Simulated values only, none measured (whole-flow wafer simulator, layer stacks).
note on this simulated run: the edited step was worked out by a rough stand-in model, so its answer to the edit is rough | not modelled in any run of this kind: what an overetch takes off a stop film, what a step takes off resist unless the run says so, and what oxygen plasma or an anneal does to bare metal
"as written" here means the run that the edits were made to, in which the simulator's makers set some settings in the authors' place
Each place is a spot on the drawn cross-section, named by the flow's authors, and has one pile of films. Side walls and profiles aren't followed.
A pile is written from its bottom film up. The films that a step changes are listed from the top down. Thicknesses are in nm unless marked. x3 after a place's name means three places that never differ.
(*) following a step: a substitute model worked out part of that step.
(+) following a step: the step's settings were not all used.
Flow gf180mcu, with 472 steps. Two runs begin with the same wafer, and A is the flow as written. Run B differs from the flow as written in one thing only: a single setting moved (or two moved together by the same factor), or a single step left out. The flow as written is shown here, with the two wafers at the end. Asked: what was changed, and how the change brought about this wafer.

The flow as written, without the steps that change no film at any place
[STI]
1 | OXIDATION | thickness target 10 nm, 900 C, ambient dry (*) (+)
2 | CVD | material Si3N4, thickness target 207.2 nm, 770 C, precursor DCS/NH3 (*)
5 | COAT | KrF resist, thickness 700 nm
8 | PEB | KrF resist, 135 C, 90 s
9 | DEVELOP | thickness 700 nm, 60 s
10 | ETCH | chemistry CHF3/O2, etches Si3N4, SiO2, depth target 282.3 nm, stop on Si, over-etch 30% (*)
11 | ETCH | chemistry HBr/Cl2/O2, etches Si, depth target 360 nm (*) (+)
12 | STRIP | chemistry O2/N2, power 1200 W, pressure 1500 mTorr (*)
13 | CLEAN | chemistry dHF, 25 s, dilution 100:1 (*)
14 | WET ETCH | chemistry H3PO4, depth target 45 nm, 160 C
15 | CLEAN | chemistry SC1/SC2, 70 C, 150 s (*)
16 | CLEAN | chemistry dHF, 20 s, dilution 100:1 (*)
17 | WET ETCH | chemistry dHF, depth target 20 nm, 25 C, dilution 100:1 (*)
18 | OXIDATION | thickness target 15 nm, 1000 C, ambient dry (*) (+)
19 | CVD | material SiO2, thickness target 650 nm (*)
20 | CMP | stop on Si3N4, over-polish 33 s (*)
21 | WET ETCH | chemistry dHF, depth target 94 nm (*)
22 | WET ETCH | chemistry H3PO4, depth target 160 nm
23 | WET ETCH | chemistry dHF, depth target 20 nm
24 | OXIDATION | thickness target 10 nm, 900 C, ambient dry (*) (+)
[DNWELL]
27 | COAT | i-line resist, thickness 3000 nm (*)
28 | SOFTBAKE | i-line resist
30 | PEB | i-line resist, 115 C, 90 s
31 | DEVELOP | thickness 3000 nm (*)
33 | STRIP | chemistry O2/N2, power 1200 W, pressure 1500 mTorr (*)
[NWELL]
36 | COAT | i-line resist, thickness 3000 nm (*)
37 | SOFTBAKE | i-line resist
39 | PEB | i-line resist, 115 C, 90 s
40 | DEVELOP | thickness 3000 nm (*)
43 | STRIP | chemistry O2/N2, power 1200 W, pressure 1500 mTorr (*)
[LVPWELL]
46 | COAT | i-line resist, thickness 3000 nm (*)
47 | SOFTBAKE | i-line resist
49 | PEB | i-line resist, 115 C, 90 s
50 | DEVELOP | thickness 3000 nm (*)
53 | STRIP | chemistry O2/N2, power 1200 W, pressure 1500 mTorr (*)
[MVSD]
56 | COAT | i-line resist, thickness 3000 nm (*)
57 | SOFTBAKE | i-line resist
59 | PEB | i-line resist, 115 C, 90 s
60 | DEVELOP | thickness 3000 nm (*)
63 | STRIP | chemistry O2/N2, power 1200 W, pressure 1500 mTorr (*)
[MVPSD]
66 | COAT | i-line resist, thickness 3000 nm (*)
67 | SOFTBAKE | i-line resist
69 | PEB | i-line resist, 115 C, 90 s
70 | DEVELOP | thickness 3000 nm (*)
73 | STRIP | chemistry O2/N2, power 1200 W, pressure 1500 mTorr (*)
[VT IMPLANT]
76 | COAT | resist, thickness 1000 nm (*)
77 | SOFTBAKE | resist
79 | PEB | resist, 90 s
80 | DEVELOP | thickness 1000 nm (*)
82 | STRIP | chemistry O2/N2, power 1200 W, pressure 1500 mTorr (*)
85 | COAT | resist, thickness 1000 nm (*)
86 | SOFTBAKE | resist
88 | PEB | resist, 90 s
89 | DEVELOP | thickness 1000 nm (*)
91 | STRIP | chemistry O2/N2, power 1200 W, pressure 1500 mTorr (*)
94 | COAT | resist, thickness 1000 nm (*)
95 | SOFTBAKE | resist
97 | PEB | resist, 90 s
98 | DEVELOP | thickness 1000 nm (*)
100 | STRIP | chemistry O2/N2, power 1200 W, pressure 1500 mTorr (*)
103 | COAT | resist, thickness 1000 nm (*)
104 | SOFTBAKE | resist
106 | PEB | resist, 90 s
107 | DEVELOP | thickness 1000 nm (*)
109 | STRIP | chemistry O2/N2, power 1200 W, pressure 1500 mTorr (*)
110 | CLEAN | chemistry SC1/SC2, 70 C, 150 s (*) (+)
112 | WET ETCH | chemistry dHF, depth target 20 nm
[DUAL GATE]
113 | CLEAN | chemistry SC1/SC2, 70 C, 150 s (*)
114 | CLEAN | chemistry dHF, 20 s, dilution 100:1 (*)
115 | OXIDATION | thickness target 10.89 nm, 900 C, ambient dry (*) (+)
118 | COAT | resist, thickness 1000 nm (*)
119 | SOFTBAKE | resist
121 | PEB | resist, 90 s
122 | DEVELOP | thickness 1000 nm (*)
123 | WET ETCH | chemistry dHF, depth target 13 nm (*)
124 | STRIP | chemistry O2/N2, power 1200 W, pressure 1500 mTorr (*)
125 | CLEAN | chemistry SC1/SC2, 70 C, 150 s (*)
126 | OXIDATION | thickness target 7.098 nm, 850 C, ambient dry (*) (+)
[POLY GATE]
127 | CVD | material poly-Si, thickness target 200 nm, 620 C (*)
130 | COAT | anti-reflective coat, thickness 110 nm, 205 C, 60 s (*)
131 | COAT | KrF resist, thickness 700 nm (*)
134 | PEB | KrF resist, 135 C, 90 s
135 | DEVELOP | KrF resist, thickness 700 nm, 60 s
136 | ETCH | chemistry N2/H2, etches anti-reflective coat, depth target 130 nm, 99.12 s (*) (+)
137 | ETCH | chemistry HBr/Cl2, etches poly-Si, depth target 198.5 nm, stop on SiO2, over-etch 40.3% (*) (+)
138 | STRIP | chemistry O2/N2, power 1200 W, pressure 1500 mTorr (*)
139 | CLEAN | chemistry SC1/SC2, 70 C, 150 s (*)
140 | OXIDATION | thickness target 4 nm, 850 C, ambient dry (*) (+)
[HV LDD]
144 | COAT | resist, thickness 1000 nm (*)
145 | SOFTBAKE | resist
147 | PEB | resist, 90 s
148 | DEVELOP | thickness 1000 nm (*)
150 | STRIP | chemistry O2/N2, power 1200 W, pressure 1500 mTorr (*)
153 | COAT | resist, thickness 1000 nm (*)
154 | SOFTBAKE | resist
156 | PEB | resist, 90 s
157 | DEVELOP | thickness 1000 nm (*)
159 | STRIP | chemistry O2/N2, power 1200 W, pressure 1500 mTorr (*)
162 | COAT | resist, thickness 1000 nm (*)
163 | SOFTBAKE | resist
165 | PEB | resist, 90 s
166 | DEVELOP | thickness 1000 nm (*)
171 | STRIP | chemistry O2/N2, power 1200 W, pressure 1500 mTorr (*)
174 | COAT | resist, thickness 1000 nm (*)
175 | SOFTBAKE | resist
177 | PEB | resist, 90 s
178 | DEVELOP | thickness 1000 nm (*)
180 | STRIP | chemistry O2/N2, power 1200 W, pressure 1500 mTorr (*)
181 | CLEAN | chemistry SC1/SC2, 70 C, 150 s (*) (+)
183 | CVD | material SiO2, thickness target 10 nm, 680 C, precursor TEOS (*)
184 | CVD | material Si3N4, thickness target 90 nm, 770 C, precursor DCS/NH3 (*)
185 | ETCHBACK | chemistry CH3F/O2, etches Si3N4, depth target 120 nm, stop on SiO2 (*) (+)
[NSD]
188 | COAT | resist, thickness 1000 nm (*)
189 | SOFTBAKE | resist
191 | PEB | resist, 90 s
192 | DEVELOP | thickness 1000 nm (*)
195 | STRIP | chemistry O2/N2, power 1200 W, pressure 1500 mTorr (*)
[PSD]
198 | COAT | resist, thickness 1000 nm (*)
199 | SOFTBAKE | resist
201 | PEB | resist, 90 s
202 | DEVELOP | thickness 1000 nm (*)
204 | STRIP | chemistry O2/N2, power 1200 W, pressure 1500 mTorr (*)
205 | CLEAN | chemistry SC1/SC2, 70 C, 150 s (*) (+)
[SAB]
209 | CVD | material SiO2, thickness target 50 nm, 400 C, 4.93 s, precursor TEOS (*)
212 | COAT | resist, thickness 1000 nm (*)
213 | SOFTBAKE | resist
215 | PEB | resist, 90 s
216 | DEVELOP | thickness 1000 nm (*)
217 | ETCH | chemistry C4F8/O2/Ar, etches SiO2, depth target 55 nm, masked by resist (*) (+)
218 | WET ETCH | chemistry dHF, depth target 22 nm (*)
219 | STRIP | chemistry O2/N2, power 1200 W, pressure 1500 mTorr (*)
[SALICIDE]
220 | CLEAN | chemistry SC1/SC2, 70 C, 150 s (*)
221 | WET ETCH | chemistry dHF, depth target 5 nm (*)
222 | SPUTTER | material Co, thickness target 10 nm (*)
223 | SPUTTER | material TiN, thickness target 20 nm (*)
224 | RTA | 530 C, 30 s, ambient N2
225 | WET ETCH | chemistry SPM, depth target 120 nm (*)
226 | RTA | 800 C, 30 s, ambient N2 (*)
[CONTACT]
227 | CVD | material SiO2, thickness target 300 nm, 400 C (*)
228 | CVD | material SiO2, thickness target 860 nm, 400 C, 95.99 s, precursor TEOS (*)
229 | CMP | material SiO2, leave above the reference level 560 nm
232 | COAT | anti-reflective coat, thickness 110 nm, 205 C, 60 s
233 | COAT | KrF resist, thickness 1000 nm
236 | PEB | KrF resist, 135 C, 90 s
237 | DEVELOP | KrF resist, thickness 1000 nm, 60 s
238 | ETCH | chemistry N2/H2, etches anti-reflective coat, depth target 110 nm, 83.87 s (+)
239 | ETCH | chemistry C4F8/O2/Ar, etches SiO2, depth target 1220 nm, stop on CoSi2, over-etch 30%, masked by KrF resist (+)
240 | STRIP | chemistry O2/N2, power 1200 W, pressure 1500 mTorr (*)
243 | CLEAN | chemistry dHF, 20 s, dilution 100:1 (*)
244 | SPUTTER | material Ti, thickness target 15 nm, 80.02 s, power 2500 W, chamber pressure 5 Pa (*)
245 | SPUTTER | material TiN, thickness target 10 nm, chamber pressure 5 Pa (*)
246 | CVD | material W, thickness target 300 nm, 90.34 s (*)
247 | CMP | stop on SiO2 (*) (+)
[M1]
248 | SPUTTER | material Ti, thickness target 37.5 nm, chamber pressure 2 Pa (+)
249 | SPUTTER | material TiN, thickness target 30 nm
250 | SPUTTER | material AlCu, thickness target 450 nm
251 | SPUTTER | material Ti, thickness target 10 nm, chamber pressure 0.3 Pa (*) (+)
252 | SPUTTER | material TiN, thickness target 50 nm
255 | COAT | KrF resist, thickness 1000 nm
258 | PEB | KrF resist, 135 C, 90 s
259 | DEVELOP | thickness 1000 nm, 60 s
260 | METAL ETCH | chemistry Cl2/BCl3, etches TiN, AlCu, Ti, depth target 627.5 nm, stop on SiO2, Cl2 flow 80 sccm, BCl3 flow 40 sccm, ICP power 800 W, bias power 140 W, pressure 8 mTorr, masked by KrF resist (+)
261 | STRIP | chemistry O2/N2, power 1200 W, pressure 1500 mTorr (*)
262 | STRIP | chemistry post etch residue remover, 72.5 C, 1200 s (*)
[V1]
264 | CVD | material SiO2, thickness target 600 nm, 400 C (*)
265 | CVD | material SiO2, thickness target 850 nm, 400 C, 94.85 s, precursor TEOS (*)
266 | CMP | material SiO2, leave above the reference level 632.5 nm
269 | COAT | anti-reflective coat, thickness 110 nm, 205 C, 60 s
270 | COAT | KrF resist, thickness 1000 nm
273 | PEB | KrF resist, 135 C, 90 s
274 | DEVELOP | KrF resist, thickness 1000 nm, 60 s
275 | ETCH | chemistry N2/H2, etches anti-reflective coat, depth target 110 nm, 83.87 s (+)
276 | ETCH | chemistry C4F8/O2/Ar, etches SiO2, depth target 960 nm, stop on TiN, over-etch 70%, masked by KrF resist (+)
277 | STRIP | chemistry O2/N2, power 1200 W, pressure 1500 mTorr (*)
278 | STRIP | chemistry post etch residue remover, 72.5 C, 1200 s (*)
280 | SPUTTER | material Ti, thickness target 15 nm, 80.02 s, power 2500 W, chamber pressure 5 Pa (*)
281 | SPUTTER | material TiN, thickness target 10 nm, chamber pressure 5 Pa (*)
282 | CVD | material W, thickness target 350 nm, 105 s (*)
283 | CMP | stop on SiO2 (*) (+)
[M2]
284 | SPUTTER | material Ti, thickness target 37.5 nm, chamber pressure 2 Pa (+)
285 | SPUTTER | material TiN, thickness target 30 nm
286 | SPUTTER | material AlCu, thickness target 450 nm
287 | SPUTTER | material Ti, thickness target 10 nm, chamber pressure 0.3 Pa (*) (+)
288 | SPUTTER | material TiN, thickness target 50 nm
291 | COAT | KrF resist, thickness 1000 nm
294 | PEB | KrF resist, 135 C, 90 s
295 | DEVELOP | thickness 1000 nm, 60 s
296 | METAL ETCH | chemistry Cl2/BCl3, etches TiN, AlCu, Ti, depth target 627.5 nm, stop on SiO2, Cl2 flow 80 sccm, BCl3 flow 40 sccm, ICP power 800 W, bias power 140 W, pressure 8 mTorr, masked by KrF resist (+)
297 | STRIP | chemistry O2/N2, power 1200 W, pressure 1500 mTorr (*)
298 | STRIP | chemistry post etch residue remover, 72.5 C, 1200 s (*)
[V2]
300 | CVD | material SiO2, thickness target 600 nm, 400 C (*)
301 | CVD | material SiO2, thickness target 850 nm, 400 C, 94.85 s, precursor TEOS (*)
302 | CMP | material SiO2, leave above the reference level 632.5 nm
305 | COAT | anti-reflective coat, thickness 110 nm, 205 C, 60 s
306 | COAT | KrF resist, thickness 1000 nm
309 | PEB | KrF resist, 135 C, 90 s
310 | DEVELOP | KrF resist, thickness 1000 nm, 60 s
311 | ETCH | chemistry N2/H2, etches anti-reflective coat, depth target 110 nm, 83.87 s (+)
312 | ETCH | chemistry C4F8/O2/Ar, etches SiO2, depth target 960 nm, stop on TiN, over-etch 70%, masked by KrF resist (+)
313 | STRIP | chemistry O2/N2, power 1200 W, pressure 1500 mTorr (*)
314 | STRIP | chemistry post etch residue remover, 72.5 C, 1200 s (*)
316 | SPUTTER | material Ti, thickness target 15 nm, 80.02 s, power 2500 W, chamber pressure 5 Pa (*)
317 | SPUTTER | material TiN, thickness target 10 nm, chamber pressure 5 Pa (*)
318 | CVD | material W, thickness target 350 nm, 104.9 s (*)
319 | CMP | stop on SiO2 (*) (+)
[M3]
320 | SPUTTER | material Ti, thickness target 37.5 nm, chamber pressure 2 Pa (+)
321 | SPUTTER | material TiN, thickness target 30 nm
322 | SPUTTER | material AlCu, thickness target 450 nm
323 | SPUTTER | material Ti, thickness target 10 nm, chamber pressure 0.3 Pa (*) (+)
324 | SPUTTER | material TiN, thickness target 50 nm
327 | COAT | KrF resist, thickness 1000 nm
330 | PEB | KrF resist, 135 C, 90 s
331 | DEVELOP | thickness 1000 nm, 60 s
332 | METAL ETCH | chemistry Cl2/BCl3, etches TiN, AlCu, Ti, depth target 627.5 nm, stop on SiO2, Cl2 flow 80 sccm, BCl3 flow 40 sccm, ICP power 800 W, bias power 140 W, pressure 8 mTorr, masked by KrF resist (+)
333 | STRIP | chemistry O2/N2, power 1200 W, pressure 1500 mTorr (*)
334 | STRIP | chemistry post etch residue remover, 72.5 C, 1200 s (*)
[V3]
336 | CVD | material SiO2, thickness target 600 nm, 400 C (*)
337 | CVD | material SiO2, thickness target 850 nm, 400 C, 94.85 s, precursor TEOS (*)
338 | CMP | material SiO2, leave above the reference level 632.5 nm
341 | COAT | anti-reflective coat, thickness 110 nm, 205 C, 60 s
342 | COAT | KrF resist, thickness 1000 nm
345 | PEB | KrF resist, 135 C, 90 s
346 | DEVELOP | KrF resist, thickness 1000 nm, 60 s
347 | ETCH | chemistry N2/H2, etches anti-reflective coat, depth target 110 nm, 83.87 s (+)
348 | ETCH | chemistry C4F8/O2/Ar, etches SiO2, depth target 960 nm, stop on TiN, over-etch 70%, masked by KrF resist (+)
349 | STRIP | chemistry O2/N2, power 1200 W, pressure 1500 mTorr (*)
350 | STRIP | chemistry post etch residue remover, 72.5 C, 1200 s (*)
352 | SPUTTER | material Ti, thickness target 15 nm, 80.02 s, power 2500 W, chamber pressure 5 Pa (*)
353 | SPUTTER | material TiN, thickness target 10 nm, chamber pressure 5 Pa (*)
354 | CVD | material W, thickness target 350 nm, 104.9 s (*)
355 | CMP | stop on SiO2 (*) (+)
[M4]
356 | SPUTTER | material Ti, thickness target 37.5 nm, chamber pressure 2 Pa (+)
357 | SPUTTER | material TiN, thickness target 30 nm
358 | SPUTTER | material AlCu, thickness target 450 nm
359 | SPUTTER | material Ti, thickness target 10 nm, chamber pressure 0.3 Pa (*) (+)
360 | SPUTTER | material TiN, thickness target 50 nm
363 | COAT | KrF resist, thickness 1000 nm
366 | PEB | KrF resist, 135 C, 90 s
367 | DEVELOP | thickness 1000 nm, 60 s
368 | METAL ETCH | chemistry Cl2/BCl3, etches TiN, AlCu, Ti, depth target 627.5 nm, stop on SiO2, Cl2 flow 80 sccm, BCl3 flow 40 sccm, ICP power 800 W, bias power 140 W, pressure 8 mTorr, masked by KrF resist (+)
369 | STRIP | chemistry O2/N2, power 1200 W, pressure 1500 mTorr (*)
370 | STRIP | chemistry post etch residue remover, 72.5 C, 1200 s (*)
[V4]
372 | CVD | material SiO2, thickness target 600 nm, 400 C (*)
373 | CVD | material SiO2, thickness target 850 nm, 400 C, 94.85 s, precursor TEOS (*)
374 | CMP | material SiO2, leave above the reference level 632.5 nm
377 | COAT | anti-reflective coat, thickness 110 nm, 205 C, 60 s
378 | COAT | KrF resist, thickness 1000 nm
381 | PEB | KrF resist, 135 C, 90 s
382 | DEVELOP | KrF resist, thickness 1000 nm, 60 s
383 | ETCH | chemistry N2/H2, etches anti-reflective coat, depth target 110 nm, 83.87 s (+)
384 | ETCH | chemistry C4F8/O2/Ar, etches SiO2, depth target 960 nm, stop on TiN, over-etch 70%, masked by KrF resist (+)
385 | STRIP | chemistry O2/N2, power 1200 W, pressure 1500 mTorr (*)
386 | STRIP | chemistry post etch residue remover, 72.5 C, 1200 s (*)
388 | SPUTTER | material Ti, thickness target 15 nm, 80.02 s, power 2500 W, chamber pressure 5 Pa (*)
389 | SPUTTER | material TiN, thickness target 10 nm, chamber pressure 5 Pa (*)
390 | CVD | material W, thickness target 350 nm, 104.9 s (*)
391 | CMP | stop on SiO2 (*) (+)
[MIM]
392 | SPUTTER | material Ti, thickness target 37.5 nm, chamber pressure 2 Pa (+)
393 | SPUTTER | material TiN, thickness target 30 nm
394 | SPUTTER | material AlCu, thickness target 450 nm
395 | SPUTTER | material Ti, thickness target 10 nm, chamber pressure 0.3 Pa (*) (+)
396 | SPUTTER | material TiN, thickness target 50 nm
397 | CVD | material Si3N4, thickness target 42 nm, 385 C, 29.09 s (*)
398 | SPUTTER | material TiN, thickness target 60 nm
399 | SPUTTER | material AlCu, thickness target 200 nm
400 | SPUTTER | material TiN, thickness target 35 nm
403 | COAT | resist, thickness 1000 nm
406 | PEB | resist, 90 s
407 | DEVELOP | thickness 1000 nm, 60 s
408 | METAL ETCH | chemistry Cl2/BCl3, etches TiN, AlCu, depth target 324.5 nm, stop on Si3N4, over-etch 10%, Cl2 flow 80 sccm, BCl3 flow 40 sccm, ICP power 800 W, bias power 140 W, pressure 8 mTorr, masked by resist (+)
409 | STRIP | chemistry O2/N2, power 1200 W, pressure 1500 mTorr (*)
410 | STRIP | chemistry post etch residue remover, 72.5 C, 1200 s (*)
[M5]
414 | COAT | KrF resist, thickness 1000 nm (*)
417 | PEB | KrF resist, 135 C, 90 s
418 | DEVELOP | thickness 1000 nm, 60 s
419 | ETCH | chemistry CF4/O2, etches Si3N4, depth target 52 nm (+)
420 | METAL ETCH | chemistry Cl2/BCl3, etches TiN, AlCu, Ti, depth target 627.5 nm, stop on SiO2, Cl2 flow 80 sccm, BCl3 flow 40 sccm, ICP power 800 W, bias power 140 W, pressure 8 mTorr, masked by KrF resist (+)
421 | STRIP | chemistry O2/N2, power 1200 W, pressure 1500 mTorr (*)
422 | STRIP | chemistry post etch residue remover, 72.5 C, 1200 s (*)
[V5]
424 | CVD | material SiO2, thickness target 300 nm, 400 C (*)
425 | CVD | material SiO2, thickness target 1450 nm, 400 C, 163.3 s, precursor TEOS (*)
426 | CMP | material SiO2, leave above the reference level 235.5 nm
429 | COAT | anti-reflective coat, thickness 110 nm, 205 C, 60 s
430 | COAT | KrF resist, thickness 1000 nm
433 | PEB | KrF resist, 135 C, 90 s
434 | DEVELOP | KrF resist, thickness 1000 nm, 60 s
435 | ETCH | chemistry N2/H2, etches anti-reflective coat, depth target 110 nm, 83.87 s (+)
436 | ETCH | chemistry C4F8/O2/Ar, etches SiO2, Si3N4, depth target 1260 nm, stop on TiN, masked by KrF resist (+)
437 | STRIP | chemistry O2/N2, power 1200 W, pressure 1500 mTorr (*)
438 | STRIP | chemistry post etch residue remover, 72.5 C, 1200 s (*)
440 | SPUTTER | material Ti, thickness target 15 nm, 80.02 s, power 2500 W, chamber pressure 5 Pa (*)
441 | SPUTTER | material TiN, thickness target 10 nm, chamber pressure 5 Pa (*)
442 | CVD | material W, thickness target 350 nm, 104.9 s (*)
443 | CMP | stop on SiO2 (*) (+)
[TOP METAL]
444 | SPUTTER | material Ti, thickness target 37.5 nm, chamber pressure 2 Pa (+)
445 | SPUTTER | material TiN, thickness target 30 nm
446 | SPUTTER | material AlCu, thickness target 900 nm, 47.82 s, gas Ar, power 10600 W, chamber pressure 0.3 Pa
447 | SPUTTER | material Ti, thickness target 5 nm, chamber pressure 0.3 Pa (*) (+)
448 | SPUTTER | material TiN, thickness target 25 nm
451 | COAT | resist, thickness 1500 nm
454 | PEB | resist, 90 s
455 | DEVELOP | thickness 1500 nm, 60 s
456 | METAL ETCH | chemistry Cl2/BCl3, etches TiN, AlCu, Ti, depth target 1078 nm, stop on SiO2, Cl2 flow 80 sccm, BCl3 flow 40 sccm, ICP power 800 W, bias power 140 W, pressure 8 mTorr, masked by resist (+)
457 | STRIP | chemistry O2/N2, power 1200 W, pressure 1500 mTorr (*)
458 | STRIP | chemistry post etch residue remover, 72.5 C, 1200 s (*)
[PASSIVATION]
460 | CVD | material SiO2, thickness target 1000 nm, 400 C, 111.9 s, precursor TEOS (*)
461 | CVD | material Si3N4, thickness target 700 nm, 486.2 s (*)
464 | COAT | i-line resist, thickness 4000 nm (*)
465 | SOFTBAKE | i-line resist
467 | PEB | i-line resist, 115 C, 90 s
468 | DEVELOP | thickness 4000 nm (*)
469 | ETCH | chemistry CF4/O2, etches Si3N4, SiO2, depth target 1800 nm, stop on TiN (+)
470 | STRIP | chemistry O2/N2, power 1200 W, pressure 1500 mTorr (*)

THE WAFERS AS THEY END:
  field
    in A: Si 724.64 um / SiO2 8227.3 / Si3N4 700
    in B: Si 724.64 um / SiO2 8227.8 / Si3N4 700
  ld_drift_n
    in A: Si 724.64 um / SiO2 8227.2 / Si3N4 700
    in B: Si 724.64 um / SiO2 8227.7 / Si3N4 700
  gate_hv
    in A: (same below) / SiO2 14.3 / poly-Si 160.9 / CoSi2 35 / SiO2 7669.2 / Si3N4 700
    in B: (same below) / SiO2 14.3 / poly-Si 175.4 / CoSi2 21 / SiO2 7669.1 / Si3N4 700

The reason: step 222, SPUTTER: thickness target 6 nm was run, while the flow as written has thickness target 10 nm.

The path from the change to this, step by step:
  222 | SPUTTER | material Co, thickness target 10 nm (*)
      field, field__w7, field__w8 and 71 more: A Co gains 10 (new film) | B Co gains 6 (new film)
      field__w6, field_sub, field_sub__w2: A Co gains 9.95 (new film) | B Co gains 5.97 (new film)
      (also at 34 further places)
  224 | RTA | 530 C, 30 s, ambient N2
      gate, gate_hv, gate_p and 22 more: A under 1 film: CoSi gains 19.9 (new film), Co loses 10 (all of it), poly-Si loses 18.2 | B under 1 film: CoSi gains 11.9 (new film), Co loses 6 (all of it), poly-Si loses 10.9
      active, p_well, sd_n and 11 more: A under 1 film: CoSi gains 19.9 (new film), Co loses 10 (all of it), Si loses 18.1 | B under 1 film: CoSi gains 11.9 (new film), Co loses 6 (all of it), Si loses 10.9
      (also at 10 further places)
  225 | WET ETCH | chemistry SPM, depth target 120 nm (*)
      field, field__w7, field__w8 and 32 more: A TiN loses 20 (all of it), Co loses 10 (all of it) | B TiN loses 20 (all of it), Co loses 6 (all of it)
      field__w9, nw_enc_fld_lv__w3: A TiN loses 19.1 (all of it), Co loses 9.6 (all of it) | B TiN loses 19.1 (all of it), Co loses 5.76 (all of it)
      (also at 25 further places)
  226 | RTA | 800 C, 30 s, ambient N2 (*)
      gate, gate_hv, gate_p and 22 more: A CoSi2 gains 35 (new film), CoSi loses 19.9 (all of it), poly-Si loses 18.2 | B CoSi2 gains 21 (new film), CoSi loses 11.9 (all of it), poly-Si loses 10.9
      active, p_well, sd_n and 11 more: A CoSi2 gains 35 (new film), CoSi loses 19.9 (all of it), Si loses 18.1 | B CoSi2 gains 21 (new film), CoSi loses 11.9 (all of it), Si loses 10.9
      (also at 10 further places)
